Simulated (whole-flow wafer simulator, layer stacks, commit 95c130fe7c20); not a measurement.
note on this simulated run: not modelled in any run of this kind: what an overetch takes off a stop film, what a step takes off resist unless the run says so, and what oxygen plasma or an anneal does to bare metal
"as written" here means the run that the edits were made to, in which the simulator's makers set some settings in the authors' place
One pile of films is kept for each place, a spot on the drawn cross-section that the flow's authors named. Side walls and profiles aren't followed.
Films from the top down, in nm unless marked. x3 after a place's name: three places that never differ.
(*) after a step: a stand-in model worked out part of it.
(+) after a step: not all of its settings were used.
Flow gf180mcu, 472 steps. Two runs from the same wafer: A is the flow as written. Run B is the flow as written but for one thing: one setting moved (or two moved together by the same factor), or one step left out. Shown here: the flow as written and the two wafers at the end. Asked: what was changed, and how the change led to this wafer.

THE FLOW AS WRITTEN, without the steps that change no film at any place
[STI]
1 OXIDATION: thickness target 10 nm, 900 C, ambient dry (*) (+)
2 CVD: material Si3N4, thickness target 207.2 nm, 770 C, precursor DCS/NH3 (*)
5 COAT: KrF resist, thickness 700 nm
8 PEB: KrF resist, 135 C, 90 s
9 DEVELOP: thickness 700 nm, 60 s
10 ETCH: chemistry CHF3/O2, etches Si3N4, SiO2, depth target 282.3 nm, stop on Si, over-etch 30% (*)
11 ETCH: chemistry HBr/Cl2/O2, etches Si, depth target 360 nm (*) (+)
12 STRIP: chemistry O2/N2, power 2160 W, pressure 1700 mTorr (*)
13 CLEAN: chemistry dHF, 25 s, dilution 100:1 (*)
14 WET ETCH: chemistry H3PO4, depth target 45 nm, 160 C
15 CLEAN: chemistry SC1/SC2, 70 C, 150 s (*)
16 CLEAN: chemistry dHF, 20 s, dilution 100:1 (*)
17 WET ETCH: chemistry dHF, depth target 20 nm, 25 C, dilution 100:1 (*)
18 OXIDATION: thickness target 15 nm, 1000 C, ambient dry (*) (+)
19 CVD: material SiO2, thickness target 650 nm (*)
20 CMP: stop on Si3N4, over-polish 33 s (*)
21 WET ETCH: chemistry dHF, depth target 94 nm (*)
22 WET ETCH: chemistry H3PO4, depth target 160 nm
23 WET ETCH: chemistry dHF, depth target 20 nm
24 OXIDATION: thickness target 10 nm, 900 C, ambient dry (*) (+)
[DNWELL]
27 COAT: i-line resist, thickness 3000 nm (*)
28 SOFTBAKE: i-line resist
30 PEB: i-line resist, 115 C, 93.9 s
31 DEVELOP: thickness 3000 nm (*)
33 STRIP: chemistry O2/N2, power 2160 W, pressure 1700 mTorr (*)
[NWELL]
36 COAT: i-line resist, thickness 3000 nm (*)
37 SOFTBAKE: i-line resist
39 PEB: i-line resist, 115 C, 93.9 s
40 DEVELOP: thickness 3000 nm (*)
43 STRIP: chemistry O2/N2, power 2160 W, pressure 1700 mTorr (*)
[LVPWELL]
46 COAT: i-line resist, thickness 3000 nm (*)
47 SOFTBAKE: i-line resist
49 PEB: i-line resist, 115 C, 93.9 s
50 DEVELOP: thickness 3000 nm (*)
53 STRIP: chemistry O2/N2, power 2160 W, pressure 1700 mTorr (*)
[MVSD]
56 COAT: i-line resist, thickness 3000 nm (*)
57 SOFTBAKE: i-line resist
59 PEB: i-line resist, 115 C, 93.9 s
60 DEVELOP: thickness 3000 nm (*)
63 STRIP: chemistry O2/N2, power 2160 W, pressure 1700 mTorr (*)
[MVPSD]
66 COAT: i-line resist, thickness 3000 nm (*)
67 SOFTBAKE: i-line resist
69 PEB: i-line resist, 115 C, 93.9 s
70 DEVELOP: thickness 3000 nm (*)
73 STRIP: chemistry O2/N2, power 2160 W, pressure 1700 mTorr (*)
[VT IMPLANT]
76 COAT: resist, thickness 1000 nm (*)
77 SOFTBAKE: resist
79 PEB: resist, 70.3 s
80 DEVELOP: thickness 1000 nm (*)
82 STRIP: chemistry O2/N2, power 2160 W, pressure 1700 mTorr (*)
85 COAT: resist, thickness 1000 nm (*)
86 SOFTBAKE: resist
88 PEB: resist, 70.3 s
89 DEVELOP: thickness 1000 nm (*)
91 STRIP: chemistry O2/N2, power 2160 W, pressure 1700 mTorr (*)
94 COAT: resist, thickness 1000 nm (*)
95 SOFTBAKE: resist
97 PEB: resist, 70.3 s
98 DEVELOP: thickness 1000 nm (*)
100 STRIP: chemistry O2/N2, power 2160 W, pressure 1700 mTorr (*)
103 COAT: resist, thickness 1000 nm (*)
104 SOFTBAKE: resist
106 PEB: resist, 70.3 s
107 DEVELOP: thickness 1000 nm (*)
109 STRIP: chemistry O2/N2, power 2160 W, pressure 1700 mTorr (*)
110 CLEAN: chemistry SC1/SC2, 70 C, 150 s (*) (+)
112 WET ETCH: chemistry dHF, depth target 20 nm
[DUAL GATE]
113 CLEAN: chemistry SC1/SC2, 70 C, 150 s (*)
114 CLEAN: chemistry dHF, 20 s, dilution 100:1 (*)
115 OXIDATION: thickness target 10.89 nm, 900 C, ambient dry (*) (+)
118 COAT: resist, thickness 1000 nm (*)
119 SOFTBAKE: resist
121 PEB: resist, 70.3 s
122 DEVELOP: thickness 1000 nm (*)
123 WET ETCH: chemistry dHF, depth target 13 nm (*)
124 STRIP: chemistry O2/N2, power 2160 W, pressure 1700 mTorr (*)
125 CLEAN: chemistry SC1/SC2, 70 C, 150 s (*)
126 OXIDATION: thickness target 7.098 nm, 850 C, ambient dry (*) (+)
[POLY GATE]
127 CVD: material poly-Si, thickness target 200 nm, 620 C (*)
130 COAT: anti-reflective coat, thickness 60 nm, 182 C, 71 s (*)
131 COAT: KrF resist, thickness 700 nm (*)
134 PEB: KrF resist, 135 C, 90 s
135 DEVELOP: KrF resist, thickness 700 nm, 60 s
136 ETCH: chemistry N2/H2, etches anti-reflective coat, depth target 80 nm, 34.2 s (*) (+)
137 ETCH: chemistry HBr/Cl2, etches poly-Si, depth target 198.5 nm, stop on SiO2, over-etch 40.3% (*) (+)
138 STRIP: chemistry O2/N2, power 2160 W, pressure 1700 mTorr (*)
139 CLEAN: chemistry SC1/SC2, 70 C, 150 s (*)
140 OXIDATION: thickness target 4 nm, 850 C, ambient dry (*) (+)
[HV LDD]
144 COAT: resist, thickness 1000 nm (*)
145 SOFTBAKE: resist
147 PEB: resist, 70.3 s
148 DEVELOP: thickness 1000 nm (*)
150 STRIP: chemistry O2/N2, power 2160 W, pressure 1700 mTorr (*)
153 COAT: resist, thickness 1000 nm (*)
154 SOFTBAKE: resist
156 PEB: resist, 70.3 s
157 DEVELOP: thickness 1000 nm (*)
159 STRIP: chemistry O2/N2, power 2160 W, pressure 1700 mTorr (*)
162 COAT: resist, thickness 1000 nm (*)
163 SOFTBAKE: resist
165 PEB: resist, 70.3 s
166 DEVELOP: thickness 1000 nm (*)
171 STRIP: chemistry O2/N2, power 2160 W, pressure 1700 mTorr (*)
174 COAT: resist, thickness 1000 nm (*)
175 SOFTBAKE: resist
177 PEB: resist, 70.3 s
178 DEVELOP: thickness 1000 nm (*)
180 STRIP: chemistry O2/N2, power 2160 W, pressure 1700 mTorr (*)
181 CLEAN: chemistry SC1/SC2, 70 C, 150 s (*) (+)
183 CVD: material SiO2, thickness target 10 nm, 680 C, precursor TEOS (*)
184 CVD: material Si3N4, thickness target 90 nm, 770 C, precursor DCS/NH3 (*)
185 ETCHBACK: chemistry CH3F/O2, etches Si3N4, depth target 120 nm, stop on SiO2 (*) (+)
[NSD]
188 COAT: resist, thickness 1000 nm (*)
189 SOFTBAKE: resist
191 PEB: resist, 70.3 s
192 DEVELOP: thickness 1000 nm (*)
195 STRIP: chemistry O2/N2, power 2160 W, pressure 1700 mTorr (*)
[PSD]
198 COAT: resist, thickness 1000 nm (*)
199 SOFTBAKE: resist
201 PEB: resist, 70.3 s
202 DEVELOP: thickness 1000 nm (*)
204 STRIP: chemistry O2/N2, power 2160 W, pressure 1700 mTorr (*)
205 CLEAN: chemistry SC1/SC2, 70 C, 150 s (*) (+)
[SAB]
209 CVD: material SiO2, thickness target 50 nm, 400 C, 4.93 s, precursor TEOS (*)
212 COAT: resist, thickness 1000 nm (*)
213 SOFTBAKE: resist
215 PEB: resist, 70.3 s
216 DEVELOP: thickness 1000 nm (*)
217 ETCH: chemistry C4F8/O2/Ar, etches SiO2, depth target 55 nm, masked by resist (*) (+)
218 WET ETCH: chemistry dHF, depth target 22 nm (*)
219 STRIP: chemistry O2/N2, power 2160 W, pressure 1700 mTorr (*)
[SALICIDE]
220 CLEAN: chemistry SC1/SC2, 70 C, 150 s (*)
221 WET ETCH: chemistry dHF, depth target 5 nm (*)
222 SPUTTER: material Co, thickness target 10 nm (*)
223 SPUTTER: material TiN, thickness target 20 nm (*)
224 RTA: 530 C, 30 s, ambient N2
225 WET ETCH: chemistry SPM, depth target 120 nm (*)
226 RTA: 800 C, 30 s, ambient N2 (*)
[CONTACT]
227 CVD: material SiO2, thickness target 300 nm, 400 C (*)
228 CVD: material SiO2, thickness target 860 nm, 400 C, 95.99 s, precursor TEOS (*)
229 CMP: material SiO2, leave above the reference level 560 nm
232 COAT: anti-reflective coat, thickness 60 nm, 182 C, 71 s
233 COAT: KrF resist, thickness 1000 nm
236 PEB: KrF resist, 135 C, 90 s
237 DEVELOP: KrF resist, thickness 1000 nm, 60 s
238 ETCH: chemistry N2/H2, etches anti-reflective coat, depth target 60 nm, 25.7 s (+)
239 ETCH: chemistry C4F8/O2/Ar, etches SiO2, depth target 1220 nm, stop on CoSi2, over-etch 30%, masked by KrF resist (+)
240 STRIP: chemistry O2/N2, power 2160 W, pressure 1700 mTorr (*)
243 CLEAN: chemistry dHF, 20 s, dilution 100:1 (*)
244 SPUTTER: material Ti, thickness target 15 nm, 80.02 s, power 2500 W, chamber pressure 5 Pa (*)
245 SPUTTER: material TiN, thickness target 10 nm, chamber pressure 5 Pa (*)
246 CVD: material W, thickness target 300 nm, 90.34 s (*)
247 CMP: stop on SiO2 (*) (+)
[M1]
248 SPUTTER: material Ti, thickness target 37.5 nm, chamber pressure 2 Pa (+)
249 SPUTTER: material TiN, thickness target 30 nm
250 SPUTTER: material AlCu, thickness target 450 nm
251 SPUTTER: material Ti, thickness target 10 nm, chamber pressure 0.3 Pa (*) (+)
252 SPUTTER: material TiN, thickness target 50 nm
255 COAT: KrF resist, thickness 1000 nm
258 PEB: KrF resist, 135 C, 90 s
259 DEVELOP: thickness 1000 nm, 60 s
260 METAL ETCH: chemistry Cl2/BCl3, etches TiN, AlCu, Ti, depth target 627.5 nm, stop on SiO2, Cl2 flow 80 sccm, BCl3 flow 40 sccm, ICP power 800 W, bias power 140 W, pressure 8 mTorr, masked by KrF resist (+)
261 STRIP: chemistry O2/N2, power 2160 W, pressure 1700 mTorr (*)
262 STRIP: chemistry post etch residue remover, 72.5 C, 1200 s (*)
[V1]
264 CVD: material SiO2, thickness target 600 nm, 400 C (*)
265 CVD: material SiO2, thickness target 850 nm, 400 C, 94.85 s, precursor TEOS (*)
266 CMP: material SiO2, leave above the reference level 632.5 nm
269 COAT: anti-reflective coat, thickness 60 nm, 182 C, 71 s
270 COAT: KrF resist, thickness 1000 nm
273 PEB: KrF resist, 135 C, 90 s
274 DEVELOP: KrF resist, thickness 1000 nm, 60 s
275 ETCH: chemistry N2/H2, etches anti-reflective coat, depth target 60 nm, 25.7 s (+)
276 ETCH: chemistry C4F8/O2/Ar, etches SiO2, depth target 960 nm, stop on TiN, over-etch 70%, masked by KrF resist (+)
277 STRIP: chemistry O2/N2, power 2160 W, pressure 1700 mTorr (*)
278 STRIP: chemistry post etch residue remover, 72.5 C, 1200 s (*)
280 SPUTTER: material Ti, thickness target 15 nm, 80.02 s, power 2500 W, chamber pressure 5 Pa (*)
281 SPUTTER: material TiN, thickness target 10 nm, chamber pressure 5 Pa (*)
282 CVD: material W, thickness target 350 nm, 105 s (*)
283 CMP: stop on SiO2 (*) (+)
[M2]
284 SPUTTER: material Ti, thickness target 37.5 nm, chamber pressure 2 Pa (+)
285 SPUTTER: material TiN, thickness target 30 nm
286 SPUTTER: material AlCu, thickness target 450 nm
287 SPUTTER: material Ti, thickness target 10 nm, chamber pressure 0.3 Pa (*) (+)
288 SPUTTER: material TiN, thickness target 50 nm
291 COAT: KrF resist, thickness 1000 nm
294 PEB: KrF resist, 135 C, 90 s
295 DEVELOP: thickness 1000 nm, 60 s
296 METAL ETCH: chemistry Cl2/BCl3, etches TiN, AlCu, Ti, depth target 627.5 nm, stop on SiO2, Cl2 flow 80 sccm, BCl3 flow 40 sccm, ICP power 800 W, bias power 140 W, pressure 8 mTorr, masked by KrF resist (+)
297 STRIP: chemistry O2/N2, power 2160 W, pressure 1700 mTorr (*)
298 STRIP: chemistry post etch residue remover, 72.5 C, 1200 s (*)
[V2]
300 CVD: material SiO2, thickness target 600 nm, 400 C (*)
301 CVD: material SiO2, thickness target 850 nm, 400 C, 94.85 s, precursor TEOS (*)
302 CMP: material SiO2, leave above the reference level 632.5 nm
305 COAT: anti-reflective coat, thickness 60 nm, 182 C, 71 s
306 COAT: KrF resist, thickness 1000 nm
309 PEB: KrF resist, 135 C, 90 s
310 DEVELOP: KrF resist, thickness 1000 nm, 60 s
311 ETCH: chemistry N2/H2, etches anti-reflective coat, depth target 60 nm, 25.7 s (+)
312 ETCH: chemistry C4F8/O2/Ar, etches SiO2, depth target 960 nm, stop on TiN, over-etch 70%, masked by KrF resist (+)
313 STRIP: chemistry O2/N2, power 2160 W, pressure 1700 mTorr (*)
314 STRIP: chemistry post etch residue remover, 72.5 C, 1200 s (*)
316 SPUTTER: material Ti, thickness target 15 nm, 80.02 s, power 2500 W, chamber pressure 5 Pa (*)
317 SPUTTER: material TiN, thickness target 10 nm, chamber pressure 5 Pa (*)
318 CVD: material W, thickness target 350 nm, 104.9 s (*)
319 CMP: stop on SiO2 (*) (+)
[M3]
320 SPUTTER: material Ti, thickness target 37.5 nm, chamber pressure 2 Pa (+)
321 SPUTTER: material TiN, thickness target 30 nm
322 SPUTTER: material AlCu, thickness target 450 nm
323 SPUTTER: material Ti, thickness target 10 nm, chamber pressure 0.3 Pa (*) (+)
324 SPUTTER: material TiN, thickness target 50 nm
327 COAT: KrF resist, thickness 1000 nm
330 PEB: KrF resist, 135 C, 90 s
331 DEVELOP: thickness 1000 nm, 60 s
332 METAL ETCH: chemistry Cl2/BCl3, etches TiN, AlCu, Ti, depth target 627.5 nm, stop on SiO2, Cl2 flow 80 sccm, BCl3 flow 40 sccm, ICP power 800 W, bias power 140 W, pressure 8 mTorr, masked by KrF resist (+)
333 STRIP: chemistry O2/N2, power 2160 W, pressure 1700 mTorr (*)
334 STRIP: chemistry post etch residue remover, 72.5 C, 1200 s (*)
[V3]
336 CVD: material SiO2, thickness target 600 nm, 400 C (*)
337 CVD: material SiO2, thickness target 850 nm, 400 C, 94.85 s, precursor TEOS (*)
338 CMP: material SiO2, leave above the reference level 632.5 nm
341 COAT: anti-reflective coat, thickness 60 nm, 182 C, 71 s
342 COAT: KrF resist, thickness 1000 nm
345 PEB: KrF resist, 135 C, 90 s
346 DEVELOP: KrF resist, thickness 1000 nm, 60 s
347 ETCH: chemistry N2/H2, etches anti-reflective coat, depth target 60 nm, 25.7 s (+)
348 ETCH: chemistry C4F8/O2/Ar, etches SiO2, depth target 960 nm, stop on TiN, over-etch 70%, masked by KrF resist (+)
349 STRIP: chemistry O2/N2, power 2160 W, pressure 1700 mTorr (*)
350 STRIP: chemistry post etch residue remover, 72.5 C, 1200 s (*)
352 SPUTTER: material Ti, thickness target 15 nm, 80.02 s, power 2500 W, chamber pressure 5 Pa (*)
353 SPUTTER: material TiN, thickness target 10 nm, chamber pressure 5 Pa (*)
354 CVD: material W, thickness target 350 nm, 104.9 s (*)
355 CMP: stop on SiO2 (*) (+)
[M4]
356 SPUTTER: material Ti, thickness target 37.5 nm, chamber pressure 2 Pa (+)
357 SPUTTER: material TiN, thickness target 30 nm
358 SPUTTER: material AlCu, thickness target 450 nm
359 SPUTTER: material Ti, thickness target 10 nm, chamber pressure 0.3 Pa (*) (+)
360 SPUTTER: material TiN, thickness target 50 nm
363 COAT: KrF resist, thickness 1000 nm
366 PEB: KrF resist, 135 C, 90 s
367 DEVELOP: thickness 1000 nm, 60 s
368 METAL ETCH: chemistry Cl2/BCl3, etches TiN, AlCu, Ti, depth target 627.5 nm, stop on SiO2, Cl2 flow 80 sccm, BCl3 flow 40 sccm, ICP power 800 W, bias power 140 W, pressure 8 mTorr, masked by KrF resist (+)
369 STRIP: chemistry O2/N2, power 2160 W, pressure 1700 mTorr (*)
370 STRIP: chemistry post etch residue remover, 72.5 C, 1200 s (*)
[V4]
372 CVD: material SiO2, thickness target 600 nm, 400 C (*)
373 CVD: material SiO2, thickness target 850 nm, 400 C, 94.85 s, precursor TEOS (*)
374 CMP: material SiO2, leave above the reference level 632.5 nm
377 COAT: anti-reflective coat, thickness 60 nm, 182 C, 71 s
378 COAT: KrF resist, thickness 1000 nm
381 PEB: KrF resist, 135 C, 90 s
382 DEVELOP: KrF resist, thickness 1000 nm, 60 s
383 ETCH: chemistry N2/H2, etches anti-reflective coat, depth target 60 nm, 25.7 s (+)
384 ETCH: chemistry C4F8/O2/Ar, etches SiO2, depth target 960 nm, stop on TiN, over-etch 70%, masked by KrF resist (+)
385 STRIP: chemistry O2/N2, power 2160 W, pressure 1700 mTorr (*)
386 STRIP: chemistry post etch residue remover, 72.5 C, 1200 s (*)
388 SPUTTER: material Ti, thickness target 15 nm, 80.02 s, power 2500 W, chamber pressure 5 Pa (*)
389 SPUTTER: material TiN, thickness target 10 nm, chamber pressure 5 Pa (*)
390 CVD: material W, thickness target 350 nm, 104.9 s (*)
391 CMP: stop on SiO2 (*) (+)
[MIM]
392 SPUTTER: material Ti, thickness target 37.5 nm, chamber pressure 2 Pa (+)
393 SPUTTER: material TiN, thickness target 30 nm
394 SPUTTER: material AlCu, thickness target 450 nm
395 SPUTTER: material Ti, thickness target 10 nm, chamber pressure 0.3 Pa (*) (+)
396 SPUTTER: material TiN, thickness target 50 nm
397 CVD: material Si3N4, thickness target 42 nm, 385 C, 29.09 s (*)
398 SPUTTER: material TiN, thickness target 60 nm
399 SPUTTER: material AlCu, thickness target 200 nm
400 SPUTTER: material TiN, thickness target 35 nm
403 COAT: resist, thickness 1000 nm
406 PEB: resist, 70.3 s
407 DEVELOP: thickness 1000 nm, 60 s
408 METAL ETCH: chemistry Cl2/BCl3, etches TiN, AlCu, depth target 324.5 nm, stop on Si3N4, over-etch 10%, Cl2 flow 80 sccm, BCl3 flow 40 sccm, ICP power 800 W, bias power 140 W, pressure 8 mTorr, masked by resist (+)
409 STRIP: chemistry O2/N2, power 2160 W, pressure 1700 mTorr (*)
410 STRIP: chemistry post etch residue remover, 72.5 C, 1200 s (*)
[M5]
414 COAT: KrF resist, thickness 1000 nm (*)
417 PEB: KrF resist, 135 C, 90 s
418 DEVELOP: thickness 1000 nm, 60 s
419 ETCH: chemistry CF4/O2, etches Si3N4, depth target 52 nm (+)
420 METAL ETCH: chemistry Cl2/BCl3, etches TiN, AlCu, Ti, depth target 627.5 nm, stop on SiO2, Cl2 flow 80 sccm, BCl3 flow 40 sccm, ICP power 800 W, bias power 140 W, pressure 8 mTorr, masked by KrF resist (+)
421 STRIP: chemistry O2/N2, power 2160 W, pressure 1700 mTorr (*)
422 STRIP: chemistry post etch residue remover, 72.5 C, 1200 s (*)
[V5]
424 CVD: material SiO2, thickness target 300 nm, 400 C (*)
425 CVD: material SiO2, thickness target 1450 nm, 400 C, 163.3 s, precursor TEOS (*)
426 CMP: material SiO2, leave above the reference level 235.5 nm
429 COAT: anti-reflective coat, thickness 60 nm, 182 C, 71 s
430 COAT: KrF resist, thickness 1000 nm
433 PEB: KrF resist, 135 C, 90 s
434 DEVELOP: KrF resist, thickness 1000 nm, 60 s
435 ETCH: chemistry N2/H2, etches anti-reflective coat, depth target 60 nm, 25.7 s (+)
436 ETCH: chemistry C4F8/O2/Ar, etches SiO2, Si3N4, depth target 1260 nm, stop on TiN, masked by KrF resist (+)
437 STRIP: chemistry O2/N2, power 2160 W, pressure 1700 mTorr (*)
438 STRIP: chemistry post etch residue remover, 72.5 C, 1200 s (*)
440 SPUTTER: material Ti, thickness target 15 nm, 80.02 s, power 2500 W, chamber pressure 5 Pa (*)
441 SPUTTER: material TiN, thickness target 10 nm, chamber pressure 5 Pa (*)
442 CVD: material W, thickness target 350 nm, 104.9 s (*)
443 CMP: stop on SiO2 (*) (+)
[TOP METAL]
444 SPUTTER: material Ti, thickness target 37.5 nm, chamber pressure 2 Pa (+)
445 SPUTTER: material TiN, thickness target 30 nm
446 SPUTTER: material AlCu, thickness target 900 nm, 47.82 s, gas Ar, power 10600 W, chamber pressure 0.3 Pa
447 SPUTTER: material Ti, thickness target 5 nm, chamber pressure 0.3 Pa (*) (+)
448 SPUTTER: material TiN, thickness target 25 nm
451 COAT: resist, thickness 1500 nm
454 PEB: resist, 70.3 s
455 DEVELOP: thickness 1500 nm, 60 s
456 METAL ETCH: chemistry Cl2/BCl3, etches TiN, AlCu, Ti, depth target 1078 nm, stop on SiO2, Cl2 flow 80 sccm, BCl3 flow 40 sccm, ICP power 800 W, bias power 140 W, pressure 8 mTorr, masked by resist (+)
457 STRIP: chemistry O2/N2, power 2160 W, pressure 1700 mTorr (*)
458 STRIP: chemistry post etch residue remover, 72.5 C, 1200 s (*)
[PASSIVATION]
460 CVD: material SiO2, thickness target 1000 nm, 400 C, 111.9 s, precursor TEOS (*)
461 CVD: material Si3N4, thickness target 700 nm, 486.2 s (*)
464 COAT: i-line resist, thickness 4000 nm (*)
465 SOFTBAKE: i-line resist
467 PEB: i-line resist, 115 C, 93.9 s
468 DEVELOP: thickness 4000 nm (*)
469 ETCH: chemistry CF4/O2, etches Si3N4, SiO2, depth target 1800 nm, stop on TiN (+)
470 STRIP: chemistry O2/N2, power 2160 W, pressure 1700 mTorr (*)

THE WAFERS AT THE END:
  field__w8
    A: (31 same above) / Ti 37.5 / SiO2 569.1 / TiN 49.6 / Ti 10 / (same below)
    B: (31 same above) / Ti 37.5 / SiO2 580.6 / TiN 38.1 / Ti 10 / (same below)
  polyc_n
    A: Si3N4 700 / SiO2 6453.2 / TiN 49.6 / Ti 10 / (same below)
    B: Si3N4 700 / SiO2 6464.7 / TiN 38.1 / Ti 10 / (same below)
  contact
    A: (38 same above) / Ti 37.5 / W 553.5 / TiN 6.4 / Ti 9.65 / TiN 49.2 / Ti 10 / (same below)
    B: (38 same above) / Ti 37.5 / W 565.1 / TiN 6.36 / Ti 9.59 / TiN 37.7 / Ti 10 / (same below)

The cause: step 252, SPUTTER: thickness target 38.5 nm was run, where the flow has thickness target 50 nm.

How the change led to this, step by step:
  252 SPUTTER: material TiN, thickness target 50 nm
      field, field__w1, field__w2 and 108 more: A TiN +50 (new film) | B TiN +38.5 (new film)
  260 METAL ETCH: chemistry Cl2/BCl3, etches TiN, AlCu, Ti, depth target 627.5 nm, stop on SiO2, Cl2 flow 80 sccm, BCl3 flow 40 sccm, ICP power 800 W, bias power 140 W, pressure 8 mTorr, masked by KrF resist (+)
      field, field__w1, field__w2 and 99 more: A TiN -50 (all of it), Ti -10 (all of it), AlCu -450 (all of it), TiN -30 (all of it), Ti -37.5 (all of it) | B TiN -38.5 (all of it), Ti -10 (all of it), AlCu -450 (all of it), TiN -30 (all of it), Ti -37.5 (all of it)
